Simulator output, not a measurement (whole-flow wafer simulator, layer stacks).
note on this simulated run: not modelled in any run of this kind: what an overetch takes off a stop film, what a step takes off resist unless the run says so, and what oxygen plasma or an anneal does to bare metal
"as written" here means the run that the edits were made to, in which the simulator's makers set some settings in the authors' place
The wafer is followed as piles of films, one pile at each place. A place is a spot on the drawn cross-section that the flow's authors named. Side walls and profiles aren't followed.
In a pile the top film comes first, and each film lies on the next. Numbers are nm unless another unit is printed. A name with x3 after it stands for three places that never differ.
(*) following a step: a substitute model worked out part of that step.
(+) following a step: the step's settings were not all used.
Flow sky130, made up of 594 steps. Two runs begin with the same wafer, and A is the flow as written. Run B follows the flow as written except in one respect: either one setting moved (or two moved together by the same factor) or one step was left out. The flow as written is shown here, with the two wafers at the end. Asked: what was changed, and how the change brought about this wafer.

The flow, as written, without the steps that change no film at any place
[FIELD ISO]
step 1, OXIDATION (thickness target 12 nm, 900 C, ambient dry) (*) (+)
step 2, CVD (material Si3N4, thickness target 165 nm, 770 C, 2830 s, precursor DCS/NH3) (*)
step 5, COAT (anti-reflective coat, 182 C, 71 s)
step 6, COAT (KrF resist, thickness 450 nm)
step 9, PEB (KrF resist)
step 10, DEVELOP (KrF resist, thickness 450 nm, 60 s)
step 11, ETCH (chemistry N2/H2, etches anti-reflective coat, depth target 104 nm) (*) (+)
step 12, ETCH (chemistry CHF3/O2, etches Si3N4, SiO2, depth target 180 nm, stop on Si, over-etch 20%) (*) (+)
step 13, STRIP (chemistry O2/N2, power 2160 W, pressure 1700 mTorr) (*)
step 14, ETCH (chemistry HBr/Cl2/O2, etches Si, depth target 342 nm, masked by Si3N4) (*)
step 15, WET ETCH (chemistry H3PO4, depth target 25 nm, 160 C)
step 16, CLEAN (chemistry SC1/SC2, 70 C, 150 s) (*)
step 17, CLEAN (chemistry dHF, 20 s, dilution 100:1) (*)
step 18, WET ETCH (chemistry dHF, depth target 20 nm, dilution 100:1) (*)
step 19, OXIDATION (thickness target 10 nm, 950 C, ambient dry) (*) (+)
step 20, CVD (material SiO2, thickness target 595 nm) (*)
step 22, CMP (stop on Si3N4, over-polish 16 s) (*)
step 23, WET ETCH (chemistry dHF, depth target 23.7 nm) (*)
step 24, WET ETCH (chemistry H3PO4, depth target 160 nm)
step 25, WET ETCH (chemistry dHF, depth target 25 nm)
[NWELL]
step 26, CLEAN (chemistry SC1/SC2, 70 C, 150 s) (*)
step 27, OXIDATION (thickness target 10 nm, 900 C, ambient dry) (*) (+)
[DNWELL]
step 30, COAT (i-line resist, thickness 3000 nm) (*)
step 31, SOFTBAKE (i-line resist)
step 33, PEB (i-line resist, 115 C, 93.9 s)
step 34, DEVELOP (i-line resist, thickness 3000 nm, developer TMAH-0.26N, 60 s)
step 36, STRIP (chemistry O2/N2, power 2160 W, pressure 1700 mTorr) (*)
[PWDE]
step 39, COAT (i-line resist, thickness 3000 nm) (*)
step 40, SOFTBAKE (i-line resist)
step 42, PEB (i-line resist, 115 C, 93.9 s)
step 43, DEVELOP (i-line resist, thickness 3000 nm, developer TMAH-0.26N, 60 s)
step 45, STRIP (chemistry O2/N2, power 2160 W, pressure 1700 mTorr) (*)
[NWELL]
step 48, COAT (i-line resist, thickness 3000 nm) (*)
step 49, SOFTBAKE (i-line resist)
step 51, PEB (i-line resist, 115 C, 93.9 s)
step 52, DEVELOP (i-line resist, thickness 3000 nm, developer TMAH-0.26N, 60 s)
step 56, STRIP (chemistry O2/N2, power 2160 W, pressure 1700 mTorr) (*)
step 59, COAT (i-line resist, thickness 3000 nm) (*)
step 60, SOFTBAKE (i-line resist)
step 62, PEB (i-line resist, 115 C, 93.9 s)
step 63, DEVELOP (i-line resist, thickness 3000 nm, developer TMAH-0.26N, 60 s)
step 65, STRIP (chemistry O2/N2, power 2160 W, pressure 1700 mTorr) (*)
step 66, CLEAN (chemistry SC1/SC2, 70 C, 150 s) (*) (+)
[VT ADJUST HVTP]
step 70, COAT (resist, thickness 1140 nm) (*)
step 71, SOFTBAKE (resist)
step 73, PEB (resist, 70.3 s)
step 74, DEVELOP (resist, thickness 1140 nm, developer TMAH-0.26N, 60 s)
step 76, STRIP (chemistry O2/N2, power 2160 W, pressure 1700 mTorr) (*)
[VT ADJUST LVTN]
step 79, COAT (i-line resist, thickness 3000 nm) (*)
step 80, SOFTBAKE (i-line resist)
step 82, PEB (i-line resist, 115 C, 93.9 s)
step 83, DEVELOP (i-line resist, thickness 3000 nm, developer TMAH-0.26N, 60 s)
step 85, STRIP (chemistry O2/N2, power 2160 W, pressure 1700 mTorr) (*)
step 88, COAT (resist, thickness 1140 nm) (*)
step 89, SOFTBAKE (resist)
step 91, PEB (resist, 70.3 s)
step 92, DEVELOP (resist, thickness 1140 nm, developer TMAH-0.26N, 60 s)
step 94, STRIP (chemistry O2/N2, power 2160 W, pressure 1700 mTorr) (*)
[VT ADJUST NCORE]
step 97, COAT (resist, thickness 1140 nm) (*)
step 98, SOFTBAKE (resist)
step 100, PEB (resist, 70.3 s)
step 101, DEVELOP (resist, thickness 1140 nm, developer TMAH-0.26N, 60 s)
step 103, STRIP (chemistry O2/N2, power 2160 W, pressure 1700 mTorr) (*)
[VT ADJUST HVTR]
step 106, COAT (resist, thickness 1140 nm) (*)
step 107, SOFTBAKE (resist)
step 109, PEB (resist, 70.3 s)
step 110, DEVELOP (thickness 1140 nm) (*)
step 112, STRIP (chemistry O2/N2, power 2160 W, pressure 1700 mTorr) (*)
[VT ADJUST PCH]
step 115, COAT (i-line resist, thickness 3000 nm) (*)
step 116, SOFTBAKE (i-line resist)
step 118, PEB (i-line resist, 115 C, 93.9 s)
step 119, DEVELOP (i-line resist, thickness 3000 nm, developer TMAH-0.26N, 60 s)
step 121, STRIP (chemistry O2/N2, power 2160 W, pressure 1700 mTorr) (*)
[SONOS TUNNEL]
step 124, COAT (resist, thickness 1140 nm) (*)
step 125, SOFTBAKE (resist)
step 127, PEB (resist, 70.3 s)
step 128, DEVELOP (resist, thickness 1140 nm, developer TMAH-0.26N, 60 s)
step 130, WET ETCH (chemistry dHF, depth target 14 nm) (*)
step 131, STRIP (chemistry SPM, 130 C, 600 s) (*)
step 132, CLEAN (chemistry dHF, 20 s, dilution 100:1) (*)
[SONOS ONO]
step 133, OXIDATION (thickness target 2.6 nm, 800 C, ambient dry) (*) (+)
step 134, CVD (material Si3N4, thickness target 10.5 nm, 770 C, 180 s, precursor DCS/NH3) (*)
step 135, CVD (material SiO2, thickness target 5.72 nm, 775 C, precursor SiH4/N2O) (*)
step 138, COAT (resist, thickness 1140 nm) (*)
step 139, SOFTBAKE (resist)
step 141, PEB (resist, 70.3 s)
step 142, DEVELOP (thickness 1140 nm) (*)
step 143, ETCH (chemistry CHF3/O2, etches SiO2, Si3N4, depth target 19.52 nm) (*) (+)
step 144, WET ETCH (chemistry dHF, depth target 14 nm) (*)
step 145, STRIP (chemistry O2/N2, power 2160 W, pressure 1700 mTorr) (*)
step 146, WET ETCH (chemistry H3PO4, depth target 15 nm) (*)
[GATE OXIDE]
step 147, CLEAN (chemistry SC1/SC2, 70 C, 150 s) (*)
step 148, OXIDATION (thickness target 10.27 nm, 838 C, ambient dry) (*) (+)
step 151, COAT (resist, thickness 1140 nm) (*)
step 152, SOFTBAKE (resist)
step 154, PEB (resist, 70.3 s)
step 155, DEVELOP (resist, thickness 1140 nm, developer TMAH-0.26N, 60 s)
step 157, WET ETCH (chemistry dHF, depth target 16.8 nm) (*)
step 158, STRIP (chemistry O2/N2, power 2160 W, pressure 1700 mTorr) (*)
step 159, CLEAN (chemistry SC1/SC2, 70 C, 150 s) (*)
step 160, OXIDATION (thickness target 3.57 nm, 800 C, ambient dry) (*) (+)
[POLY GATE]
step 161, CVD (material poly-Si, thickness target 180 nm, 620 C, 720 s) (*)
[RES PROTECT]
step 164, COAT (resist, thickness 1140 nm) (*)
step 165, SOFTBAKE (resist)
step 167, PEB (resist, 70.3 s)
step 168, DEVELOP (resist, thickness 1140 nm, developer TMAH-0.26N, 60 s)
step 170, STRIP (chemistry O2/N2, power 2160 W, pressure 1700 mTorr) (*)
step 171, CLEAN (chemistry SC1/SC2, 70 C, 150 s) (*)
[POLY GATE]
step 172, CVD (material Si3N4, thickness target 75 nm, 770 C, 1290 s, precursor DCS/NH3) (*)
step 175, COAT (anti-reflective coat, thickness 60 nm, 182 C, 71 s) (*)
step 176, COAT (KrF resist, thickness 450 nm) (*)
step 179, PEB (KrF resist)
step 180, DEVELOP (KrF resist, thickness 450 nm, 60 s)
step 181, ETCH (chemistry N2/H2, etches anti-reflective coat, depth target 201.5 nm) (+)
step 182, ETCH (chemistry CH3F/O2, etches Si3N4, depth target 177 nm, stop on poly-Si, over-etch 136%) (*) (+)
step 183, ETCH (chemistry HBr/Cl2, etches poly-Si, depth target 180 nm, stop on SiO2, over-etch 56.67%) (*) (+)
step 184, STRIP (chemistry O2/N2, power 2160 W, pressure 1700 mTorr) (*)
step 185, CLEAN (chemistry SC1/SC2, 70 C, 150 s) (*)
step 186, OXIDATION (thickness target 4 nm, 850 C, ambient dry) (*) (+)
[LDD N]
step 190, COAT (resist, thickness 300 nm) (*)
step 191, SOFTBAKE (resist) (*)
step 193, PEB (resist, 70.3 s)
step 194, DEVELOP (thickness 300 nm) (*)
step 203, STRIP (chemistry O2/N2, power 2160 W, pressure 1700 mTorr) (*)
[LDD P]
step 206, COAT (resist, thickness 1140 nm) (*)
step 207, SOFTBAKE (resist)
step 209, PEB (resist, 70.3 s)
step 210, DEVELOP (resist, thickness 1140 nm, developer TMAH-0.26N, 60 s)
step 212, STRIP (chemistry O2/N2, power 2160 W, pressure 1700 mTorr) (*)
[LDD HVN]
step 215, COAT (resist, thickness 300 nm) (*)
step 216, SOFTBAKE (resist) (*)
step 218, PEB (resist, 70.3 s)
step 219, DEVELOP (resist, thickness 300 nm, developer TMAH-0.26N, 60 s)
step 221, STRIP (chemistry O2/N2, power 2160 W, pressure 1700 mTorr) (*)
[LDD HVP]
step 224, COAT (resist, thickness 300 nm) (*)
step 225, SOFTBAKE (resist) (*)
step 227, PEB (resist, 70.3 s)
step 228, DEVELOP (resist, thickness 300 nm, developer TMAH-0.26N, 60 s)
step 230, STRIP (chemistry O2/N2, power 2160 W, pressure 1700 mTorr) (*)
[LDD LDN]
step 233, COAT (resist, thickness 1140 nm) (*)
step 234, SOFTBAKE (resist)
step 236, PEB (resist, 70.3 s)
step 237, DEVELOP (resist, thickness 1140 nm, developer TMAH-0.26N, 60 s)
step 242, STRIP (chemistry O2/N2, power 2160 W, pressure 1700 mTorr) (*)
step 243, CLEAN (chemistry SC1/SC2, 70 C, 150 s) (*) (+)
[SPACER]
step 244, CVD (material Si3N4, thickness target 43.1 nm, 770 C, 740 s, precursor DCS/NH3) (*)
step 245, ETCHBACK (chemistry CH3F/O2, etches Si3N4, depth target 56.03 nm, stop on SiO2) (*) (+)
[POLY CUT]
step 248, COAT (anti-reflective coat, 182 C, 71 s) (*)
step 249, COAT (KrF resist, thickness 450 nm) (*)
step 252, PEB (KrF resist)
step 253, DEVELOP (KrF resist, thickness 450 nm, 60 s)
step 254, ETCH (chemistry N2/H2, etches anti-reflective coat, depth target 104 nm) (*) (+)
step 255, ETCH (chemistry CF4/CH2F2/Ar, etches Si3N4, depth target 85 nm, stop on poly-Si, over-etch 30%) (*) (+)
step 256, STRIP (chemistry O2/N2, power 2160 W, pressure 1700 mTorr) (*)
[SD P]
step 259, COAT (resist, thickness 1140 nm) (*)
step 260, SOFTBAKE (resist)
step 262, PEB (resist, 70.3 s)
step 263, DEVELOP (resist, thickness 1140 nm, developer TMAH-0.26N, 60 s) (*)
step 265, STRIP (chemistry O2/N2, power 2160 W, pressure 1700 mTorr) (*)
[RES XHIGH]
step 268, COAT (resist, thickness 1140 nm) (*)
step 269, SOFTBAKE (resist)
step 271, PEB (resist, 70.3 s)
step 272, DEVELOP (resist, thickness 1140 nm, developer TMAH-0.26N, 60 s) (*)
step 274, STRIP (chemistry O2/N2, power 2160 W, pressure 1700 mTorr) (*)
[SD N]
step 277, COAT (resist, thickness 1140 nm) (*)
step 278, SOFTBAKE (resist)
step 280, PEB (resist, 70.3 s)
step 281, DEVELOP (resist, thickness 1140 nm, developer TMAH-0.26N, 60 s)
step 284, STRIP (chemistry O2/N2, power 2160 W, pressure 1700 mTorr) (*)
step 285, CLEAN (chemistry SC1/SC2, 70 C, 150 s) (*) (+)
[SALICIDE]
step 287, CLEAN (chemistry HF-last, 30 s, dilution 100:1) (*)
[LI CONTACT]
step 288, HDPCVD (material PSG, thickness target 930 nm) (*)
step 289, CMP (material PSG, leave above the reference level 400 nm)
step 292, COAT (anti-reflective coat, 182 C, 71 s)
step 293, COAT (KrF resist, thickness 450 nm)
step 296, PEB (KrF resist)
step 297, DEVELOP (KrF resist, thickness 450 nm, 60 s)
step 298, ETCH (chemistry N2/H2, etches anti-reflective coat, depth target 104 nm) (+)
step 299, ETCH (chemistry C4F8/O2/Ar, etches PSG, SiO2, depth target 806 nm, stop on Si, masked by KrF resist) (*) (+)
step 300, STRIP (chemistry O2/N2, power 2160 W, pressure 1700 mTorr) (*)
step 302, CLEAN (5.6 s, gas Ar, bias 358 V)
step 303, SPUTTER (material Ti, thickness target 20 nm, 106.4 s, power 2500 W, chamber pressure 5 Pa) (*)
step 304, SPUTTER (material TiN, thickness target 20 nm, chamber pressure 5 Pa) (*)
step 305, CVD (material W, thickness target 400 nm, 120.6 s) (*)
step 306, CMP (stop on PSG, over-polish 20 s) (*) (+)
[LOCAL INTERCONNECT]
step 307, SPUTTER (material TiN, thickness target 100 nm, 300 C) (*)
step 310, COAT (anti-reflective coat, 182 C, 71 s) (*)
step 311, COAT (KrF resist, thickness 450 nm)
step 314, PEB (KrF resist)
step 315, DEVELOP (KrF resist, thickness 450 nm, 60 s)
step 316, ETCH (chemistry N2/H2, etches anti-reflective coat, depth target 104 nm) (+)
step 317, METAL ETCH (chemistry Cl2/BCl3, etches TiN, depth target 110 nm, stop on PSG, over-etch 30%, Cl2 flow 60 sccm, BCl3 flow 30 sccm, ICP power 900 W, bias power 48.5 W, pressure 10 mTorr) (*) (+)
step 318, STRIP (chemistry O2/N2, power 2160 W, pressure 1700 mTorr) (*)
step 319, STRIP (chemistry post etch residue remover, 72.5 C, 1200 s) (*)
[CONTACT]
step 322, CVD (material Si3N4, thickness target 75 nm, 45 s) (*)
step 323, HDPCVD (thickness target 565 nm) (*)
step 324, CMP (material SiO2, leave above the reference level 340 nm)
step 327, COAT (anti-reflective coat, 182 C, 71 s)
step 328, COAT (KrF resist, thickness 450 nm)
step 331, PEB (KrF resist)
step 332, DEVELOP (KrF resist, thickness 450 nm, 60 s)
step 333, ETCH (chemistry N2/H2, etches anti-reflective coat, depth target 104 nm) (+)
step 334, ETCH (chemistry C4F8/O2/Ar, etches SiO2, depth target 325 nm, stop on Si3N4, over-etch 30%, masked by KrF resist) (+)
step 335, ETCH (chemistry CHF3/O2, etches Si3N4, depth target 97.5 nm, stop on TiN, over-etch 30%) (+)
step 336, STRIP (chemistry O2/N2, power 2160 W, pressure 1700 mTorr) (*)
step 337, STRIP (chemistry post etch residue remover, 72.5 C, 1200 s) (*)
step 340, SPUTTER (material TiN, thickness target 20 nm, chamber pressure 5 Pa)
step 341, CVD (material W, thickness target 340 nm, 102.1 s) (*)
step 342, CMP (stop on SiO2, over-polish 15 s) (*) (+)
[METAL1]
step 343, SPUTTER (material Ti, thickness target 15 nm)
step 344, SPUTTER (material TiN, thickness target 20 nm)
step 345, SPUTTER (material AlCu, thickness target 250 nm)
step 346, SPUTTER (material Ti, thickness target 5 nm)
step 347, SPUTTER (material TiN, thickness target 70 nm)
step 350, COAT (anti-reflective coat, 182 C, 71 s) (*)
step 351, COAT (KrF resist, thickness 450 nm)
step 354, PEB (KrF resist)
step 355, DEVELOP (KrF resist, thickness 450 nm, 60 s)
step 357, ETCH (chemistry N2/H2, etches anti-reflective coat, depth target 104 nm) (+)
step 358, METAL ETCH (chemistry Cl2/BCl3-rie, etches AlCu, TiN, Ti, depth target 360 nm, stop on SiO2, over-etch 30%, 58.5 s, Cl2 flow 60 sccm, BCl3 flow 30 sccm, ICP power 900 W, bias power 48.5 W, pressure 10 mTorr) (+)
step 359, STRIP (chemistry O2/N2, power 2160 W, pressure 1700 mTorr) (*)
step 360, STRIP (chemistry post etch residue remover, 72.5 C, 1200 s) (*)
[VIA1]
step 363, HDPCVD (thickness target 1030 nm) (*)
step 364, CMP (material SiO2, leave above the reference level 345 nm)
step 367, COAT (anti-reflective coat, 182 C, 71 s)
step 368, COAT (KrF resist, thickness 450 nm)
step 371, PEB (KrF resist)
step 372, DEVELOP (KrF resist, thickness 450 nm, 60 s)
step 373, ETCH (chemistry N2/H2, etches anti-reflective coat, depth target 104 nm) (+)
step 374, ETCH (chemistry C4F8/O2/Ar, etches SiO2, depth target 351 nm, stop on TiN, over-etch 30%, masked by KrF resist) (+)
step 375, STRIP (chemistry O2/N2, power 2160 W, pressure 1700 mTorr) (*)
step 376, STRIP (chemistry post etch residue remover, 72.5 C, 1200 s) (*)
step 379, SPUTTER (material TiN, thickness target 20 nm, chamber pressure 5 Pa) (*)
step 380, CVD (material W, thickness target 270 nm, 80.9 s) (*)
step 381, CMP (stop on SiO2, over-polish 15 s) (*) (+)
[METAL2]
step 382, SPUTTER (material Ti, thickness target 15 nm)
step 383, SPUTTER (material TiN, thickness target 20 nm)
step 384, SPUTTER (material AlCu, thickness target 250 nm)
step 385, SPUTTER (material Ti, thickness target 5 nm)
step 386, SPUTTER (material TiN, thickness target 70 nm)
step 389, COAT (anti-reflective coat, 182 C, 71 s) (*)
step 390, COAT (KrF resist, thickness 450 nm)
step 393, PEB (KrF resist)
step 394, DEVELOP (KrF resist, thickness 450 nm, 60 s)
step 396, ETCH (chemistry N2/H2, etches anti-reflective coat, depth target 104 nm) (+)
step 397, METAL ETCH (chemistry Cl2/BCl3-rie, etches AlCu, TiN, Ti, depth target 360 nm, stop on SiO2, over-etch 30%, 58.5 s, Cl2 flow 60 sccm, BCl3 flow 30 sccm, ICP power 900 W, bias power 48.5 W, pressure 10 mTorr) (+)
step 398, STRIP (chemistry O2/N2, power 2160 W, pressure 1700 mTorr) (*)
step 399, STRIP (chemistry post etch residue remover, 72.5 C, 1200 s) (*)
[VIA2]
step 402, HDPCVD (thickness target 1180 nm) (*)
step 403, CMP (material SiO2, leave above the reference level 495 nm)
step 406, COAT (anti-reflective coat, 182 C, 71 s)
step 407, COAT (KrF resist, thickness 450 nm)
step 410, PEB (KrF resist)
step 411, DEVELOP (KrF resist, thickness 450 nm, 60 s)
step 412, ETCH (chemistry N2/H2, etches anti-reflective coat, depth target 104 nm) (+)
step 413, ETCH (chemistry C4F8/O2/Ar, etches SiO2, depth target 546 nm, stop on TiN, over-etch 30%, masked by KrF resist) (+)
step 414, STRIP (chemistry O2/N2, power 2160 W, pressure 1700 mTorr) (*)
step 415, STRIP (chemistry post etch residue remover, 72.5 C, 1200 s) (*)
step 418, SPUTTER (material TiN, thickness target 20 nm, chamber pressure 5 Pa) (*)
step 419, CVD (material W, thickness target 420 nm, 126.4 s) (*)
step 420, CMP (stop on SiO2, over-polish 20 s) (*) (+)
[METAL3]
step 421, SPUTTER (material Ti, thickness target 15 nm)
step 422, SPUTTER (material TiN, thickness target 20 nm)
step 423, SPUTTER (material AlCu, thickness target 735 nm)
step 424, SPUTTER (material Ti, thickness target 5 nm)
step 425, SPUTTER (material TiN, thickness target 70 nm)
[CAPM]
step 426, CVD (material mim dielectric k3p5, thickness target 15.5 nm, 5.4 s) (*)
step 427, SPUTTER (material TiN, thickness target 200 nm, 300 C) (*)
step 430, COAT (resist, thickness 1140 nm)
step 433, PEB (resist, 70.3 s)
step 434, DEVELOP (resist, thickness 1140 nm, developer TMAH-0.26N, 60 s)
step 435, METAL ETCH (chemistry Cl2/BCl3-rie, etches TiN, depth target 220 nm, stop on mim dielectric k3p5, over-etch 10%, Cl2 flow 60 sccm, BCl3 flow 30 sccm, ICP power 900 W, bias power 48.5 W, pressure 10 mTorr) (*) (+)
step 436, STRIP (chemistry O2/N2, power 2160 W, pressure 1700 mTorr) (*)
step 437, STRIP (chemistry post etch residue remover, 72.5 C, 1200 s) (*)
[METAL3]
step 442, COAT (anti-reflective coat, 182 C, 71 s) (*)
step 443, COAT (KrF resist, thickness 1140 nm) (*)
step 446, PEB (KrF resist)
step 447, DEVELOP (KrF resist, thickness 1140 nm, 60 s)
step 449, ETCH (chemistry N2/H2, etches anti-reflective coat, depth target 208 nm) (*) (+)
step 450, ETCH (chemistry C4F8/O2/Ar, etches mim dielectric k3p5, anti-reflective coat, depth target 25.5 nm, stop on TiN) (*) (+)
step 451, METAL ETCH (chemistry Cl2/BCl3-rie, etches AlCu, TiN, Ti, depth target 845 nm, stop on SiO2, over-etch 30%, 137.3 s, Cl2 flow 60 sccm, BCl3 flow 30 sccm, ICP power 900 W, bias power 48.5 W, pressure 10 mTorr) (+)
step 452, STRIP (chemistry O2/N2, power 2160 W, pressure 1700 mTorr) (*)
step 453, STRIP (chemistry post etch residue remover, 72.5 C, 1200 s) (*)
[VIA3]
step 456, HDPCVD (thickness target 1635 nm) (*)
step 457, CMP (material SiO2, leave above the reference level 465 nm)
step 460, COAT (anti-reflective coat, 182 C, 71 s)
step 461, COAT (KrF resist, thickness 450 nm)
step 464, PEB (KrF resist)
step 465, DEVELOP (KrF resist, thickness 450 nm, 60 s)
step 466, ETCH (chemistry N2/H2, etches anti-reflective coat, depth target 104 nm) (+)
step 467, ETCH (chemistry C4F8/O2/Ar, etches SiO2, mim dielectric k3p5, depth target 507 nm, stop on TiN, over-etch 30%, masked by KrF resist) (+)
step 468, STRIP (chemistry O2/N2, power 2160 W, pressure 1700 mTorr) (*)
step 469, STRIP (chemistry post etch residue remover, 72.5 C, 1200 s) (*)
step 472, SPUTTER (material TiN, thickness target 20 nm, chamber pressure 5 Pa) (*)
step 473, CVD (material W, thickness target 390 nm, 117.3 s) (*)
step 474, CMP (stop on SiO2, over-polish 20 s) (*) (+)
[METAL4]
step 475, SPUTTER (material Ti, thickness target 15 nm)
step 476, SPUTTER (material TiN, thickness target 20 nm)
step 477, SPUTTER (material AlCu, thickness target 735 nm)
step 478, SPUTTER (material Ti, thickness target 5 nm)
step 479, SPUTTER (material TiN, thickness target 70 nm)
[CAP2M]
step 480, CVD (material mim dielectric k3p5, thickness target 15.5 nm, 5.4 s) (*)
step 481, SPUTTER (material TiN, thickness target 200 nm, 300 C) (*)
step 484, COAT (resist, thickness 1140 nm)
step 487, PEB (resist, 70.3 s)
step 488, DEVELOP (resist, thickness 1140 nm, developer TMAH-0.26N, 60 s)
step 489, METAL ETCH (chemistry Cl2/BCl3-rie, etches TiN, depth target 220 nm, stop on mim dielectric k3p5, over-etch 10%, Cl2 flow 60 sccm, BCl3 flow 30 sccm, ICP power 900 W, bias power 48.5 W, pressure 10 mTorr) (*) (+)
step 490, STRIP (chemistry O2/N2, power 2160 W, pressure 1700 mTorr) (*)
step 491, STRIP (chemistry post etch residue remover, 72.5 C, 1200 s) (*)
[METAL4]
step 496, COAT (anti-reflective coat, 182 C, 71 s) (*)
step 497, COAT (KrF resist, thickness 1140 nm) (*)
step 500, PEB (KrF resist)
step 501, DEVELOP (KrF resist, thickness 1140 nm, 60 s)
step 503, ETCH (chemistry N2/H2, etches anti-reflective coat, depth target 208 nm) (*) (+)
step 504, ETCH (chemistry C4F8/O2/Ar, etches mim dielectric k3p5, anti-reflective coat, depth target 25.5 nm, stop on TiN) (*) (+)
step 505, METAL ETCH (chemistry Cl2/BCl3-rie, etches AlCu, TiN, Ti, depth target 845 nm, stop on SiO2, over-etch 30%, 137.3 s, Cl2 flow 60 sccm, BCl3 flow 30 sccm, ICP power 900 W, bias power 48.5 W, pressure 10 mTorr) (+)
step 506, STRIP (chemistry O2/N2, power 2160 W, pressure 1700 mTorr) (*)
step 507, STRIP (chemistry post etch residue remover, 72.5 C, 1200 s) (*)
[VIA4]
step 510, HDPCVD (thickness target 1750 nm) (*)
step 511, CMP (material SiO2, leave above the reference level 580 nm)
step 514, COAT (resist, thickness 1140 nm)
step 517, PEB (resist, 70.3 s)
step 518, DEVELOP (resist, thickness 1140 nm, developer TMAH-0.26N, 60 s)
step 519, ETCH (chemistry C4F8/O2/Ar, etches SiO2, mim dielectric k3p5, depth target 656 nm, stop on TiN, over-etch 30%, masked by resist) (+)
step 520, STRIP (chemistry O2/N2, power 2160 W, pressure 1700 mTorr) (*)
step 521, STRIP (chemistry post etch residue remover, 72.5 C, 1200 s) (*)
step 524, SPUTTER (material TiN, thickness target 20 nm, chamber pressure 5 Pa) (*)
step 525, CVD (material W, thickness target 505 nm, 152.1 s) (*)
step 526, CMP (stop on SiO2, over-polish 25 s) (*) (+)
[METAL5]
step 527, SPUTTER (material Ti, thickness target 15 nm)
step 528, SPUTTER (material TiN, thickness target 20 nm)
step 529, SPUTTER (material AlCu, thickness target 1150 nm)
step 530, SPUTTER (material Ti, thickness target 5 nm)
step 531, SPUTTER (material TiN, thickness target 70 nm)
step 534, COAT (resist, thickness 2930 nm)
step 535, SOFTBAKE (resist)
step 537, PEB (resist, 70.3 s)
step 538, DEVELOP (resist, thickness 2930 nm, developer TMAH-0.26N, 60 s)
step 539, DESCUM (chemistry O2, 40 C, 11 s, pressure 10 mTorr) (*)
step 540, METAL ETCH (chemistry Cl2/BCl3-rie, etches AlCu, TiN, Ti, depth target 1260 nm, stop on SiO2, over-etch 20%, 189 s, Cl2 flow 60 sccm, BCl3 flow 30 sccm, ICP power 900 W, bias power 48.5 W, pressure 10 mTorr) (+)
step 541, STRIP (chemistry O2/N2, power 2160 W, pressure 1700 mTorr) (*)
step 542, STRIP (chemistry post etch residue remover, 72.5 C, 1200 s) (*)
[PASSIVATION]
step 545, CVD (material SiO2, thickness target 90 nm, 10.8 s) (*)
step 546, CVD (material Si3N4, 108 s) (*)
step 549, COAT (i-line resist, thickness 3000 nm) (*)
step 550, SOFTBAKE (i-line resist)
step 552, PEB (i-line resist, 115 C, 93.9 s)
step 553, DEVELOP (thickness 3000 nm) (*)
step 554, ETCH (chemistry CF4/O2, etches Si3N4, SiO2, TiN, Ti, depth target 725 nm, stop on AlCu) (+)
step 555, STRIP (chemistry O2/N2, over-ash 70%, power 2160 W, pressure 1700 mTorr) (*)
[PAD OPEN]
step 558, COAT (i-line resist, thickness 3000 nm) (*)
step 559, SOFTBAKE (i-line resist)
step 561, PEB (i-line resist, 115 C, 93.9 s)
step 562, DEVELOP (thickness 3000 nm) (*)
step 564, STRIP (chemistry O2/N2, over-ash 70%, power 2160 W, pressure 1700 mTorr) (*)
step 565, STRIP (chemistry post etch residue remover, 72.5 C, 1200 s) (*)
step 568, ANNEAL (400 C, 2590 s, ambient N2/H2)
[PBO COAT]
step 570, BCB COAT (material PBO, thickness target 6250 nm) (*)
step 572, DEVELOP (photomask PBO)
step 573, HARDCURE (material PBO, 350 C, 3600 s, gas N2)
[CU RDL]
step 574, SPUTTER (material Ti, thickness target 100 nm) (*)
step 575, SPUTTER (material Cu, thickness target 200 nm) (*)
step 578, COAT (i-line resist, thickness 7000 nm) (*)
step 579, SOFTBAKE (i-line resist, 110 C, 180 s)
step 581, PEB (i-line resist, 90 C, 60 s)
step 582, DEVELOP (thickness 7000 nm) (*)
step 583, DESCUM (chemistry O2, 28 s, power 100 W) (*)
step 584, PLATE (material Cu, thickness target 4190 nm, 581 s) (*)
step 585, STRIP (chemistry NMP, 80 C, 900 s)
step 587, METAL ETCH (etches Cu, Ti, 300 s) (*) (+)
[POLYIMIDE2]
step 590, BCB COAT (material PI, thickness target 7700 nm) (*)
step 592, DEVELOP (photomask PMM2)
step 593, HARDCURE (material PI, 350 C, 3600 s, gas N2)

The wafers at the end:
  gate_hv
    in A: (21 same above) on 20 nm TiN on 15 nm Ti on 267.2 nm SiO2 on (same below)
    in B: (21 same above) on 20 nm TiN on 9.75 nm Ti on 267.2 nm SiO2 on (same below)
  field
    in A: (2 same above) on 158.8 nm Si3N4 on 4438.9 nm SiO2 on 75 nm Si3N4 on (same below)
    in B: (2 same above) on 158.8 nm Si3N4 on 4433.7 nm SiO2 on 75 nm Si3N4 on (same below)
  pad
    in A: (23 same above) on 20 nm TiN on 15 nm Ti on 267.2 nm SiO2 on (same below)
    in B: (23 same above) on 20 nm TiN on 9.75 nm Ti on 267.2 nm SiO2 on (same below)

What caused this: step 382, SPUTTER: thickness target 9.75 nm was run, though the flow has thickness target 15 nm.
The wafer itself shows it: gate_hv has Ti 9.75, and step 382 as written asks for 15 nm.

Step by step, how the change led to this:
  step 382, SPUTTER (material Ti, thickness target 15 nm)
      field, active, n_well and 188 more: A Ti gains 15 (new film) | B Ti gains 9.75 (new film)
  step 397, METAL ETCH (chemistry Cl2/BCl3-rie, etches AlCu, TiN, Ti, depth target 360 nm, stop on SiO2, over-etch 30%, 58.5 s, Cl2 flow 60 sccm, BCl3 flow 30 sccm, ICP power 900 W, bias power 48.5 W, pressure 10 mTorr) (+)
      field, active, gate and 82 more: A TiN loses 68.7 (all of it), Ti loses 5 (all of it), AlCu loses 250 (all of it), TiN loses 20 (all of it), Ti loses 15 (all of it), SiO2 loses 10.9 | B TiN loses 68.7 (all of it), Ti loses 5 (all of it), AlCu loses 250 (all of it), TiN loses 20 (all of it), Ti loses 9.75 (all of it), SiO2 loses 11.5
